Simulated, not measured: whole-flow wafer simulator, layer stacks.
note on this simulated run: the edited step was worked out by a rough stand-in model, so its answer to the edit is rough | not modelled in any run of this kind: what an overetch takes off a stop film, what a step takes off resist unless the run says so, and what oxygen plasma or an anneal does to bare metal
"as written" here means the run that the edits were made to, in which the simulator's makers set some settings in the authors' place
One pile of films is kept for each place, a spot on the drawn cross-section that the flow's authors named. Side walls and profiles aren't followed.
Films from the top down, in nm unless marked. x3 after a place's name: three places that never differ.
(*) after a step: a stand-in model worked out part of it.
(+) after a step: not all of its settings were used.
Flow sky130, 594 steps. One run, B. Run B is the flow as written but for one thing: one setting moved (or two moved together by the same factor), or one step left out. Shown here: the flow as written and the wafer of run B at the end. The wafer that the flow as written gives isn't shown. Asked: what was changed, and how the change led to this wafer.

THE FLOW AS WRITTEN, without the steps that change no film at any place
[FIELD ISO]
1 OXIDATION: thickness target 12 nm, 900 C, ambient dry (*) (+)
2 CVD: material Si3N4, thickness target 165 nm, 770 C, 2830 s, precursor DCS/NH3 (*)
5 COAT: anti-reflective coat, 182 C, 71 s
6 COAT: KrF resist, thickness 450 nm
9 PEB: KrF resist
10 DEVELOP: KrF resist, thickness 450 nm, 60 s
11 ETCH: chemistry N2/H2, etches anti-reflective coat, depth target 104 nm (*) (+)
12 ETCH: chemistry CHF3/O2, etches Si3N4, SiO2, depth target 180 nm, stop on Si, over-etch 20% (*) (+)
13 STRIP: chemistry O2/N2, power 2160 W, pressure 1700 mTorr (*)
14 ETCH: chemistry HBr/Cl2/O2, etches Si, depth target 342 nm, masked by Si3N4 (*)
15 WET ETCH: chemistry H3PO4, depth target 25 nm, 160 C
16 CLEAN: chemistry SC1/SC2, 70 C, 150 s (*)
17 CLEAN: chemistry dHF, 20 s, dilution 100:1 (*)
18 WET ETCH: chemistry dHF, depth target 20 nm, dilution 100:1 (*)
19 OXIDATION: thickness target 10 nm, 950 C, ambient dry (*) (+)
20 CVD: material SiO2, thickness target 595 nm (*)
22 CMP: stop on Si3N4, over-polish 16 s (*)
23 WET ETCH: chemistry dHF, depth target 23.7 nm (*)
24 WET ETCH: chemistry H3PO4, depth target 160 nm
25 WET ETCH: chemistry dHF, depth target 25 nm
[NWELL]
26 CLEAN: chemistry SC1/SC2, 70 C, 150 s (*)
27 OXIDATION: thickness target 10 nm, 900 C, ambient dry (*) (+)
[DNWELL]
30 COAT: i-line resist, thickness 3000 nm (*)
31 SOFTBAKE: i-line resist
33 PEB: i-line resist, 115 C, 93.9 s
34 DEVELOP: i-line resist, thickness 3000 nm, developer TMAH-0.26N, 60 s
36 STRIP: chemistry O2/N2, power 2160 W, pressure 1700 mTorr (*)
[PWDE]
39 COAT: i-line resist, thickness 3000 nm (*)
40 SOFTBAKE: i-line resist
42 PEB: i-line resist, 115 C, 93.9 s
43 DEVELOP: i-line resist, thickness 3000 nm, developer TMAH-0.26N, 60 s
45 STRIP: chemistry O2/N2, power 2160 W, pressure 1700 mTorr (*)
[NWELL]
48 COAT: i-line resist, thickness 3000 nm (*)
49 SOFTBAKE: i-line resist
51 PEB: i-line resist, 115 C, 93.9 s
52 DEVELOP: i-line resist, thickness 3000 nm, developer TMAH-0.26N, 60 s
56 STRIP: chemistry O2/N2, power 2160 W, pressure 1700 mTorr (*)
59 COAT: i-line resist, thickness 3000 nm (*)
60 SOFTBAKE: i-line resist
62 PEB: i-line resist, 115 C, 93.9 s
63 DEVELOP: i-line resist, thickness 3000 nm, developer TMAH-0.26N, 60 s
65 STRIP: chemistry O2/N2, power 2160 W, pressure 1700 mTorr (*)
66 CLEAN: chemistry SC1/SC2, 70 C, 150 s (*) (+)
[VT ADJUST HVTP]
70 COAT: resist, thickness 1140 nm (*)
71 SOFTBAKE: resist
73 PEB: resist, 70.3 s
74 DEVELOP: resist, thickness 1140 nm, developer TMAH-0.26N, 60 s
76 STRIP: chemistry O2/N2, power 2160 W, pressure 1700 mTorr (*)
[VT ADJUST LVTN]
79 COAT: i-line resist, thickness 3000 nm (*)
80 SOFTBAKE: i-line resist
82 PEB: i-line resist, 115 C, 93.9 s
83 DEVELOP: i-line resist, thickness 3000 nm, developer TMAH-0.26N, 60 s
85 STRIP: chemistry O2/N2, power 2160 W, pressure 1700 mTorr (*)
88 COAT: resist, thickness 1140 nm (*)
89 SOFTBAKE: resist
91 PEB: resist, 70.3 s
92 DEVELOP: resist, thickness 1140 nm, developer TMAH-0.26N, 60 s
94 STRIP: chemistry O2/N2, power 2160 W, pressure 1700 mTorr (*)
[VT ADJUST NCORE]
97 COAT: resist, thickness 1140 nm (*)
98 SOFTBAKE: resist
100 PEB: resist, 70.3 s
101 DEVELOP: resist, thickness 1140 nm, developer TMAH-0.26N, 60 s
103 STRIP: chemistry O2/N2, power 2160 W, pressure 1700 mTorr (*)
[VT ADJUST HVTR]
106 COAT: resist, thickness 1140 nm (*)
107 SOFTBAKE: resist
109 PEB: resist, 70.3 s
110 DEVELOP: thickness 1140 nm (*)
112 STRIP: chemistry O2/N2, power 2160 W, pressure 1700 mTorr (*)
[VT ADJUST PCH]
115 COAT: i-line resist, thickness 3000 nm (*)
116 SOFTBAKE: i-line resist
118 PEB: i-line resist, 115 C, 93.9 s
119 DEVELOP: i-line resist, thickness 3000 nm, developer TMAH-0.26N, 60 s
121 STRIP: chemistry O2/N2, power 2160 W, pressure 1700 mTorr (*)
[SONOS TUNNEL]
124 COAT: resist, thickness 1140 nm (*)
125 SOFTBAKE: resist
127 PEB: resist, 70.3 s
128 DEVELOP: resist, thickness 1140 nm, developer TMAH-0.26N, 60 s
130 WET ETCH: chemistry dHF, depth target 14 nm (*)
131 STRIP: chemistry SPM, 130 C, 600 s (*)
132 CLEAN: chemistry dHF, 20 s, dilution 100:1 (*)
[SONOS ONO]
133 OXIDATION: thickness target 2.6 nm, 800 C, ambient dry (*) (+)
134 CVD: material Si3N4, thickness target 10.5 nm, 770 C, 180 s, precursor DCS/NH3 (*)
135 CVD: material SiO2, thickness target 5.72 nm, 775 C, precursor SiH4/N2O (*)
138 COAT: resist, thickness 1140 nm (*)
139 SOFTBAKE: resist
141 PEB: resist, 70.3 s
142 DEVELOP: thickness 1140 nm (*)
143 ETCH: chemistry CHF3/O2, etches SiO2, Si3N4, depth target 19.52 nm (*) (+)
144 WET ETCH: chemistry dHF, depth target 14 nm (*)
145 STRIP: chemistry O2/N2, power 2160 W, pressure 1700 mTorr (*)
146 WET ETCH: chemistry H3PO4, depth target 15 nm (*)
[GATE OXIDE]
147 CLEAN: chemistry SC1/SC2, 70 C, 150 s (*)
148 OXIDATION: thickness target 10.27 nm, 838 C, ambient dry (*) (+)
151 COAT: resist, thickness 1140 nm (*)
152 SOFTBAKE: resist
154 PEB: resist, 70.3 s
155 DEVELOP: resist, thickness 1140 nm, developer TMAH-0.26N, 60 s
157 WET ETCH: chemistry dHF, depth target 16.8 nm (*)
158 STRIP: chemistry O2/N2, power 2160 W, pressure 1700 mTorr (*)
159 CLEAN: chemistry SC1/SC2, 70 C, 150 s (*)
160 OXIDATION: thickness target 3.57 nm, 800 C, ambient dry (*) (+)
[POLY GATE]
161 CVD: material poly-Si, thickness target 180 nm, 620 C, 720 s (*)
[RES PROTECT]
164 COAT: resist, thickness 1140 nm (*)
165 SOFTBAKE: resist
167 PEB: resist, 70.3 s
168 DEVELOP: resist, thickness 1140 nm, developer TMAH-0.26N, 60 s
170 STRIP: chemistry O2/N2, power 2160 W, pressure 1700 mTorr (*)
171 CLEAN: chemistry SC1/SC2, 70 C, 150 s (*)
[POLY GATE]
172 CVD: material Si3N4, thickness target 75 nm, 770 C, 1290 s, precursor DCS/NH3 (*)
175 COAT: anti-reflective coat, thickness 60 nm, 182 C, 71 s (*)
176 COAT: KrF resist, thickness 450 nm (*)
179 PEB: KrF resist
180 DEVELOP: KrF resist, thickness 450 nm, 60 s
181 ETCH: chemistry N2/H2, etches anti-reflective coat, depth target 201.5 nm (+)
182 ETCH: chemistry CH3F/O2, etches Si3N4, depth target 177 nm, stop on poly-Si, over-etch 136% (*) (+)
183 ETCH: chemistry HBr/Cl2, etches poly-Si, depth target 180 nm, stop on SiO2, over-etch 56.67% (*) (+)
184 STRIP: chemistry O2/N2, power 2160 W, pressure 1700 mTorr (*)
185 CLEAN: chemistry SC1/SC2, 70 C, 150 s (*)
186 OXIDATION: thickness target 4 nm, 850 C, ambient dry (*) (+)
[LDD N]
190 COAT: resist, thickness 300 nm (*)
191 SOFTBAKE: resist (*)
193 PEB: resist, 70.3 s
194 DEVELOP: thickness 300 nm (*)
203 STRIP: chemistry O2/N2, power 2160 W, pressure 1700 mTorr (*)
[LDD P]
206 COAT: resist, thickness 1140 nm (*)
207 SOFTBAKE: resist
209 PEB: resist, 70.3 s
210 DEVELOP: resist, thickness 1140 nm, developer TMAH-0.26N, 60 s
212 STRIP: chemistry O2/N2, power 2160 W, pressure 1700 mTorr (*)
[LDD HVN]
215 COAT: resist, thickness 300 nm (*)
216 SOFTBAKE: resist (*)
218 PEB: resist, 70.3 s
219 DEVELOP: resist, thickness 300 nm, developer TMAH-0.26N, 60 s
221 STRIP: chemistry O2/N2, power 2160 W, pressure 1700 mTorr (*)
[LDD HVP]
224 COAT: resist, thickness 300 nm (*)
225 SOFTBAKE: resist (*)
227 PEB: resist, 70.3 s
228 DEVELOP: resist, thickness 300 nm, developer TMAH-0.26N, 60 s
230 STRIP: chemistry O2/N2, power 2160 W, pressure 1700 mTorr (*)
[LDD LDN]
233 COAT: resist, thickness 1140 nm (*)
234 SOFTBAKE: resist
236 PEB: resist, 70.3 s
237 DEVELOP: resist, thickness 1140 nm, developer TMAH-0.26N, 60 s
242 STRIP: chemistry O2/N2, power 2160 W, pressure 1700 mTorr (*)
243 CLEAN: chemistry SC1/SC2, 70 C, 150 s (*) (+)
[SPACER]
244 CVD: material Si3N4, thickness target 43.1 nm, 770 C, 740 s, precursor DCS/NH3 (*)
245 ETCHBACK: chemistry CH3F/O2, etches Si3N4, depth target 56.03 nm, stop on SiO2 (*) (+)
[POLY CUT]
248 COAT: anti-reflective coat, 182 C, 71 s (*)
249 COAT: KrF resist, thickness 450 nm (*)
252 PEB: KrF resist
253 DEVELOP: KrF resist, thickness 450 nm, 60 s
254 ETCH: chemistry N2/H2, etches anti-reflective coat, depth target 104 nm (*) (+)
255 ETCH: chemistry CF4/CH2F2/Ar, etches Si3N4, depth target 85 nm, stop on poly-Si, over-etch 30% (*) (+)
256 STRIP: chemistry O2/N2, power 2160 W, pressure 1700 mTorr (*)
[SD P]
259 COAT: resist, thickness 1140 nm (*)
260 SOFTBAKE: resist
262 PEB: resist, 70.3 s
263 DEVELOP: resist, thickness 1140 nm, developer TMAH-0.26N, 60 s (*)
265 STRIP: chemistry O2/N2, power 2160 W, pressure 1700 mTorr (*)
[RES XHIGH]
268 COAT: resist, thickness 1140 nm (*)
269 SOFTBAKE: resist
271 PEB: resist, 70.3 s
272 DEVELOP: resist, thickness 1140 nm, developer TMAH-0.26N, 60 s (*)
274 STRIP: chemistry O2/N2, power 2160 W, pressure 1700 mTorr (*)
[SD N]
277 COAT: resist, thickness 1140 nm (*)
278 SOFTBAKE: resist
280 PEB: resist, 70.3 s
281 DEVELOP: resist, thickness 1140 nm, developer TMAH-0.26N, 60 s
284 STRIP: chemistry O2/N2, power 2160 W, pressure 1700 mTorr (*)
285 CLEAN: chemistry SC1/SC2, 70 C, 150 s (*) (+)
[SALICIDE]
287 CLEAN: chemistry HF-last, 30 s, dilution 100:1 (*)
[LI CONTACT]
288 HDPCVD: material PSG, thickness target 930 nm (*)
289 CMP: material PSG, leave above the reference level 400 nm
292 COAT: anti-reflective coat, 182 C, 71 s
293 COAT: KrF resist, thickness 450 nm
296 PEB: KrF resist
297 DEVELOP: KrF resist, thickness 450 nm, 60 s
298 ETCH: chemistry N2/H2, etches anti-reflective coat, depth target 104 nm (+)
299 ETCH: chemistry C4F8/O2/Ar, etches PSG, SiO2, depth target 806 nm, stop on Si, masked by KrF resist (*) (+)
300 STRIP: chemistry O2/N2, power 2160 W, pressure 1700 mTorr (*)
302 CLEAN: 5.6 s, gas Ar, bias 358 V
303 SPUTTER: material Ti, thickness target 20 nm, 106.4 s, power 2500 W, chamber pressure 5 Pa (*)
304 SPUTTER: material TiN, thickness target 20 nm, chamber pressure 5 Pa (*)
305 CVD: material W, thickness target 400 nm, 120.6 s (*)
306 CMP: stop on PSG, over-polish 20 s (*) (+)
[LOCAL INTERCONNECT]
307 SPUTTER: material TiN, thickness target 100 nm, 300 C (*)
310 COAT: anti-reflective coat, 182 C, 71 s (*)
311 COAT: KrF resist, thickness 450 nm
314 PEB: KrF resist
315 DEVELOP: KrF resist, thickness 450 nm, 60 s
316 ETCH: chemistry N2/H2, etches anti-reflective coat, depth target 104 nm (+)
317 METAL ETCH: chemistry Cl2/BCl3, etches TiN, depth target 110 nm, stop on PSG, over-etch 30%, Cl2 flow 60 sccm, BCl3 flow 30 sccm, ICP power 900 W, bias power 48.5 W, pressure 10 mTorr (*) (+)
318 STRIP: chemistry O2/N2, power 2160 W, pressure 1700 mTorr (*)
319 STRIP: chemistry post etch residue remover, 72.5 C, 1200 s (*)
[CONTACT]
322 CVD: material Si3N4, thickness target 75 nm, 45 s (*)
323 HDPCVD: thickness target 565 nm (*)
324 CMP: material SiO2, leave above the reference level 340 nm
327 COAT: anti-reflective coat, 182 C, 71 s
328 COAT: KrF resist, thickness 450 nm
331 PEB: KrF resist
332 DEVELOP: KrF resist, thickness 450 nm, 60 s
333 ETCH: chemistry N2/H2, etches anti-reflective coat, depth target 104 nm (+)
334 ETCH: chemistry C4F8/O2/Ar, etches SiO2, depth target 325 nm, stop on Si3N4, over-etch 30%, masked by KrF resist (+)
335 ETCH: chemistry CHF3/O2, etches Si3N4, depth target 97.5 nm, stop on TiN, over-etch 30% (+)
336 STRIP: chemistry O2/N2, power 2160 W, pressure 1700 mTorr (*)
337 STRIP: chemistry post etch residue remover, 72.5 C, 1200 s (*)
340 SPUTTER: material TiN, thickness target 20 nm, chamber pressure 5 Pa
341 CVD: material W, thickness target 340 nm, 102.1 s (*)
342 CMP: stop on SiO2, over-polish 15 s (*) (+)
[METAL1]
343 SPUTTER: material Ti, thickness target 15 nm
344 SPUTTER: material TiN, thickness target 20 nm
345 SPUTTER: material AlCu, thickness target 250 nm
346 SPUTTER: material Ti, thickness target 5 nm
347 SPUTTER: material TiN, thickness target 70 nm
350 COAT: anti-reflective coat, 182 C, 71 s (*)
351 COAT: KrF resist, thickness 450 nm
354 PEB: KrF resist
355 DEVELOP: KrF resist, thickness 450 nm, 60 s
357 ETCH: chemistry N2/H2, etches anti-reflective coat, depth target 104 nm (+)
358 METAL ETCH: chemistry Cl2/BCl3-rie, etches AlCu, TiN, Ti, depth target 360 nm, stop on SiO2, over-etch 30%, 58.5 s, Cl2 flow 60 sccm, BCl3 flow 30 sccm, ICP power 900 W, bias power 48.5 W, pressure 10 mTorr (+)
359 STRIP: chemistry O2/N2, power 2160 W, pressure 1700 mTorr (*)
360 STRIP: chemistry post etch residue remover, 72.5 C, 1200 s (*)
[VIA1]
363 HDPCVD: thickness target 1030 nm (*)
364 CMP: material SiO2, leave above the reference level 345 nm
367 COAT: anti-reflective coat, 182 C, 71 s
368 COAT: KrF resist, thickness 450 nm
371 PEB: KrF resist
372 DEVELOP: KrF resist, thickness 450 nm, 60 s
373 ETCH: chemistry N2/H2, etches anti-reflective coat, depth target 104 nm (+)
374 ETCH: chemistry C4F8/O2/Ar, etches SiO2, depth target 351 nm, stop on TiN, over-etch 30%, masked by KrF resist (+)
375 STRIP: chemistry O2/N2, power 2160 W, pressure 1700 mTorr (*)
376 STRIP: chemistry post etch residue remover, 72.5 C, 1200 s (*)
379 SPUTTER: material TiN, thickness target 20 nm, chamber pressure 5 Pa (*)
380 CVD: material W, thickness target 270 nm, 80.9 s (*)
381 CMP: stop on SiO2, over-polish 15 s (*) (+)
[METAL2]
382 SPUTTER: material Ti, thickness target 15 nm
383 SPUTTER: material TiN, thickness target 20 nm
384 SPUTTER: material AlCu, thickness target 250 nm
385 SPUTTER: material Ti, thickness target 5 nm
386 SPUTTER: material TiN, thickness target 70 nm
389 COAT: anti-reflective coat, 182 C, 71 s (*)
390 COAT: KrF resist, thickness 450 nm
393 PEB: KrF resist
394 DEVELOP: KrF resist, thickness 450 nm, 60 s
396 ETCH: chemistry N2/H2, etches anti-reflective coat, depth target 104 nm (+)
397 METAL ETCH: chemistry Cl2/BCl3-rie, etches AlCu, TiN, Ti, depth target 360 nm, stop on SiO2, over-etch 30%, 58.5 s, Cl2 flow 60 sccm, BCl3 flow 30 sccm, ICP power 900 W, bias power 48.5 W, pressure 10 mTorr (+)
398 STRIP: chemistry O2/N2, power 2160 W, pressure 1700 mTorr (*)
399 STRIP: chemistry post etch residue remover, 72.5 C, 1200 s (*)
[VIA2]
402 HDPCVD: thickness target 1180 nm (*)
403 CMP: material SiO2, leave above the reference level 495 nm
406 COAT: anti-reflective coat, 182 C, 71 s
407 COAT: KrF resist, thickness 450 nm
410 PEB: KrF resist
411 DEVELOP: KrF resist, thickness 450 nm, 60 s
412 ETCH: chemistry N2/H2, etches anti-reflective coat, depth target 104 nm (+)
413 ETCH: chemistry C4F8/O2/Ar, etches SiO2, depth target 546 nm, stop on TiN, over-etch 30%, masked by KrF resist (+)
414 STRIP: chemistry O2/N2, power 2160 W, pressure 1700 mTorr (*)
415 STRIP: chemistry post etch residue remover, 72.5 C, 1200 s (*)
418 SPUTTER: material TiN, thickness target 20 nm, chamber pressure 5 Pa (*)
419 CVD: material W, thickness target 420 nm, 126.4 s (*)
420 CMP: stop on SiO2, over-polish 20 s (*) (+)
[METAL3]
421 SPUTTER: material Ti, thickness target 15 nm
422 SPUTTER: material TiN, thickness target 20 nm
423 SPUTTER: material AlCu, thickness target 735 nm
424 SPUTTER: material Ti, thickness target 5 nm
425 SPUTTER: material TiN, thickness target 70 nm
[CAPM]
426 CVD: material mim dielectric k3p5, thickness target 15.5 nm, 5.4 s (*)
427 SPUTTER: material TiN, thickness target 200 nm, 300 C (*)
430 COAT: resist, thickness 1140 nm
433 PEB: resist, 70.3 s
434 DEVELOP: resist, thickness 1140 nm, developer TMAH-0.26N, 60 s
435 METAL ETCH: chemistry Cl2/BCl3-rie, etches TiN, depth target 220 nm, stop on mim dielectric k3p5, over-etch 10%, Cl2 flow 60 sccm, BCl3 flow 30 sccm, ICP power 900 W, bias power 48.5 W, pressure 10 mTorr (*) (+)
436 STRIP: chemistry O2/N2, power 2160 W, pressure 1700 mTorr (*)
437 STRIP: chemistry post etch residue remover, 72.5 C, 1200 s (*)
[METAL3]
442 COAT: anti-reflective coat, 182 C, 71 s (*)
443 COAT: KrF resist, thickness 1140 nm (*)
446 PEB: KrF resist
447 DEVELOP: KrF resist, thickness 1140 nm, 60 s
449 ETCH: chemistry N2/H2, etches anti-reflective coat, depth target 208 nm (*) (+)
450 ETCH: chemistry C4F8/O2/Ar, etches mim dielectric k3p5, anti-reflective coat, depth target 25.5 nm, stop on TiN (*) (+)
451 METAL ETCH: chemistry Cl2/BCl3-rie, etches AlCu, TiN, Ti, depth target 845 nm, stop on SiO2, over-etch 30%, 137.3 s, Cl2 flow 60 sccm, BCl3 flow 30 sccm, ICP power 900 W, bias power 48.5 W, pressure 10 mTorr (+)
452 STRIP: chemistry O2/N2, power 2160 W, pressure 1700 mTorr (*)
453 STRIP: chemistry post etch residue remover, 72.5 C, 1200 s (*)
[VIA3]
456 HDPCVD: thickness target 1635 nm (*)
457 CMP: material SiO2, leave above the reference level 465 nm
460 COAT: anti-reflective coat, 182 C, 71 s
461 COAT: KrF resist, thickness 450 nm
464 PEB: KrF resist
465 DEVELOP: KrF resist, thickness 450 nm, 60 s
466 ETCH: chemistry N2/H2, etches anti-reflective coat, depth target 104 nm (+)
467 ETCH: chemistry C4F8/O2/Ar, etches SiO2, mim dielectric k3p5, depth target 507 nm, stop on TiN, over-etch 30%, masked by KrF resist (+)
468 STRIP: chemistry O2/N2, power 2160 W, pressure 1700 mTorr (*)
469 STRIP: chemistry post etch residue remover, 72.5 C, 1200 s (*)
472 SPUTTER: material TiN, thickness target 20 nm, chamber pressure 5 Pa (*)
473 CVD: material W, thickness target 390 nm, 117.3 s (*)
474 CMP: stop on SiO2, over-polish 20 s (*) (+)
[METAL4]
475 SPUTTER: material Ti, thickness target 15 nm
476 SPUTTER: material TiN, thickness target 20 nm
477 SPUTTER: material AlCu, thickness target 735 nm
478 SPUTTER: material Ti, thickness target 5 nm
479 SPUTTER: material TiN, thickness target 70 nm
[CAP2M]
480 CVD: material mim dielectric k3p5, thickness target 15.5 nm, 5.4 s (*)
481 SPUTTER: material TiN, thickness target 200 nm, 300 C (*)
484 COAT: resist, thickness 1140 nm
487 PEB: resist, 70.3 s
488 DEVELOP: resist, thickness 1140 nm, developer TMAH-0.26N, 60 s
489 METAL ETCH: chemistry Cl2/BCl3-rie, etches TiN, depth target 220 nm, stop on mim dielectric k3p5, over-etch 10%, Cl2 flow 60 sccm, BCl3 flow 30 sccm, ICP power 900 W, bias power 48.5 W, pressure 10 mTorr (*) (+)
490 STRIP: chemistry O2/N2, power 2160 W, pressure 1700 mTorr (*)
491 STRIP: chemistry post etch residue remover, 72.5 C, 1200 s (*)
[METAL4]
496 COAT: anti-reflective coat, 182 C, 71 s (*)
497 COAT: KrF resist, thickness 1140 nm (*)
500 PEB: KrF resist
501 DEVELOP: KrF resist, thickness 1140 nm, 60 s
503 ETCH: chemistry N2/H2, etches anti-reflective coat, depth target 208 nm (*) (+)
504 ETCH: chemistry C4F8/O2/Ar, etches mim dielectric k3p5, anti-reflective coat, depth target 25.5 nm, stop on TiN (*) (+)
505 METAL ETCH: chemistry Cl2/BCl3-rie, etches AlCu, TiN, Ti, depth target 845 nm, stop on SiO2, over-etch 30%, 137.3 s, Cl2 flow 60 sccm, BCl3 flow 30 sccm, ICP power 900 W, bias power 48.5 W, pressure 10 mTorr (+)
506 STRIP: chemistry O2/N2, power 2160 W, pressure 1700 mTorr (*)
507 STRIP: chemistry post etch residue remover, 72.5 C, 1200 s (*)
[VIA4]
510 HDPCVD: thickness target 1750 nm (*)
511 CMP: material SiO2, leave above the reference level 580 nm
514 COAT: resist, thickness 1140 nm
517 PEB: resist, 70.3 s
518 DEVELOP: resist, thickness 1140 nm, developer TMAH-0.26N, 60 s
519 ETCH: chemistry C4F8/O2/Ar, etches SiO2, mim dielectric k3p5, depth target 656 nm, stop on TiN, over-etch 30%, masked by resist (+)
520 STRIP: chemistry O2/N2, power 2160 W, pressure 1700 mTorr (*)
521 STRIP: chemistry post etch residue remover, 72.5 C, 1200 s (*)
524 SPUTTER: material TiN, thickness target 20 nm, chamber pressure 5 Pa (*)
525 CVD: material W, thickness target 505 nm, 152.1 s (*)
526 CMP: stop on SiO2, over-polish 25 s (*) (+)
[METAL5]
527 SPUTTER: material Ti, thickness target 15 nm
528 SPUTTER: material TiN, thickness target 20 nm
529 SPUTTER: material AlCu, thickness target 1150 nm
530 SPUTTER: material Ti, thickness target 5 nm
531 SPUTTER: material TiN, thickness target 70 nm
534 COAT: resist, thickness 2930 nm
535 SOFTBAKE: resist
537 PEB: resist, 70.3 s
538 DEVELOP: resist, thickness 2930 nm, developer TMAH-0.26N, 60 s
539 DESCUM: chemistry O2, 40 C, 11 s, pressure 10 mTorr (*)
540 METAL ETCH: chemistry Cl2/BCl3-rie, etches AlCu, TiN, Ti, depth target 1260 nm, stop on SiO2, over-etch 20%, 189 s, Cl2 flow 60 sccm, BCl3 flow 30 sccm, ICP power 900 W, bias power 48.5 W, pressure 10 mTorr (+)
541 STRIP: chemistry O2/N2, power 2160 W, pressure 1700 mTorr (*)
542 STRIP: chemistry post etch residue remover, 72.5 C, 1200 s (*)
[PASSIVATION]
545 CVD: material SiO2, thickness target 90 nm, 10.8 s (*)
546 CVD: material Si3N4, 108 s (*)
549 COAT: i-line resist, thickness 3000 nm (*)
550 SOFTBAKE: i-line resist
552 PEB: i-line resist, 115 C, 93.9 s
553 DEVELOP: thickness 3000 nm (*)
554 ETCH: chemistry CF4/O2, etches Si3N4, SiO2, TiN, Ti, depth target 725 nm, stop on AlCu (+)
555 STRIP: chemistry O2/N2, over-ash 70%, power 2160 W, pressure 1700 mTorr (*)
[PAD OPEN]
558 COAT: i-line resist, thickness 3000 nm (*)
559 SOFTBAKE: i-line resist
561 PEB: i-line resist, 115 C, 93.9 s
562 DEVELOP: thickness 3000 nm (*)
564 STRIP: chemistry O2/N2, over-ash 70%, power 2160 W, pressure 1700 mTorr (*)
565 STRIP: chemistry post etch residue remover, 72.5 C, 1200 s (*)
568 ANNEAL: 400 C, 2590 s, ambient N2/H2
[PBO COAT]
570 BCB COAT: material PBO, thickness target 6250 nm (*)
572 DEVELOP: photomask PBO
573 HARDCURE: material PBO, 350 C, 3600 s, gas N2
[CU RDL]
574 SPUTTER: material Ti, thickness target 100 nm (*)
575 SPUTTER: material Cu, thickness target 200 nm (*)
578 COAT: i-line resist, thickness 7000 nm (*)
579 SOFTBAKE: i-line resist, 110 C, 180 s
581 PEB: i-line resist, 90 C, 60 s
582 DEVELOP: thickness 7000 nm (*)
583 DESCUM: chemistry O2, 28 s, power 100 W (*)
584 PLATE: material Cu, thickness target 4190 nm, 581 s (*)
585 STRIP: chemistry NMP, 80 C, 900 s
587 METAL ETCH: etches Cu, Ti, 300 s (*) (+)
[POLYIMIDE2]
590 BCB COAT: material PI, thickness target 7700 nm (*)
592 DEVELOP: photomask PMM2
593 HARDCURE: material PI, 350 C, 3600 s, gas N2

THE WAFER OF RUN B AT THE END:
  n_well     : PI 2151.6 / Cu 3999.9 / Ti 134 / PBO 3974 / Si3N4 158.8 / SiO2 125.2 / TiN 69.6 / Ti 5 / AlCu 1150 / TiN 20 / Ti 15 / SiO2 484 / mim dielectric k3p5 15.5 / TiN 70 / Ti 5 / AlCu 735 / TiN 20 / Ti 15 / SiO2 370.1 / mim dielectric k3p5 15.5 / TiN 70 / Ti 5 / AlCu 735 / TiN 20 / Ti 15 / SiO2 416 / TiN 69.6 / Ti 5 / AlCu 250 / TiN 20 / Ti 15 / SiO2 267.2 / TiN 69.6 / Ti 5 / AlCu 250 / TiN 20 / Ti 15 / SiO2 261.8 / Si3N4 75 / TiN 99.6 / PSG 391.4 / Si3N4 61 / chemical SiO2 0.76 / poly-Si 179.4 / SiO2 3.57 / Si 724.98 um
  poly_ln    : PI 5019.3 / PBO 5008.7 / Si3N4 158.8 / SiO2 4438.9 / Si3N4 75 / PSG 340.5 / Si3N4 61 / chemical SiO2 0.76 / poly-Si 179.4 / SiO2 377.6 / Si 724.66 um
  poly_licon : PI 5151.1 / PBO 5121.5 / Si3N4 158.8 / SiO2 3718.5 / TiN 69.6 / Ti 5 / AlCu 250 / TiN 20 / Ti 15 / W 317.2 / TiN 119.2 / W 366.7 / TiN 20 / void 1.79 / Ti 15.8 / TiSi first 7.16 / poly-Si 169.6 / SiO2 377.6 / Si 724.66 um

The cause: step 574, SPUTTER: thickness target 134 nm was run, where the flow has thickness target 100 nm.
It can be read off the wafer: n_well has Ti 134, and step 574 as written asks for 100 nm.

How the change led to this, step by step:
  574 SPUTTER: material Ti, thickness target 100 nm (*)
      field, active, n_well and 190 more: Ti +134 (new film) (as written it would be: Ti +100 (new film))
  587 METAL ETCH: etches Cu, Ti, 300 s (*) (+)
      field, active, gate and 167 more: Cu -200 (all of it), Ti -134 (all of it) (as written it would be: Cu -200 (all of it), Ti -100 (all of it))
  590 BCB COAT: material PI, thickness target 7700 nm (*)
      de16_gate_nw: PI +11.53 um (new film) (as written it would be: PI +11.5 um (new film))
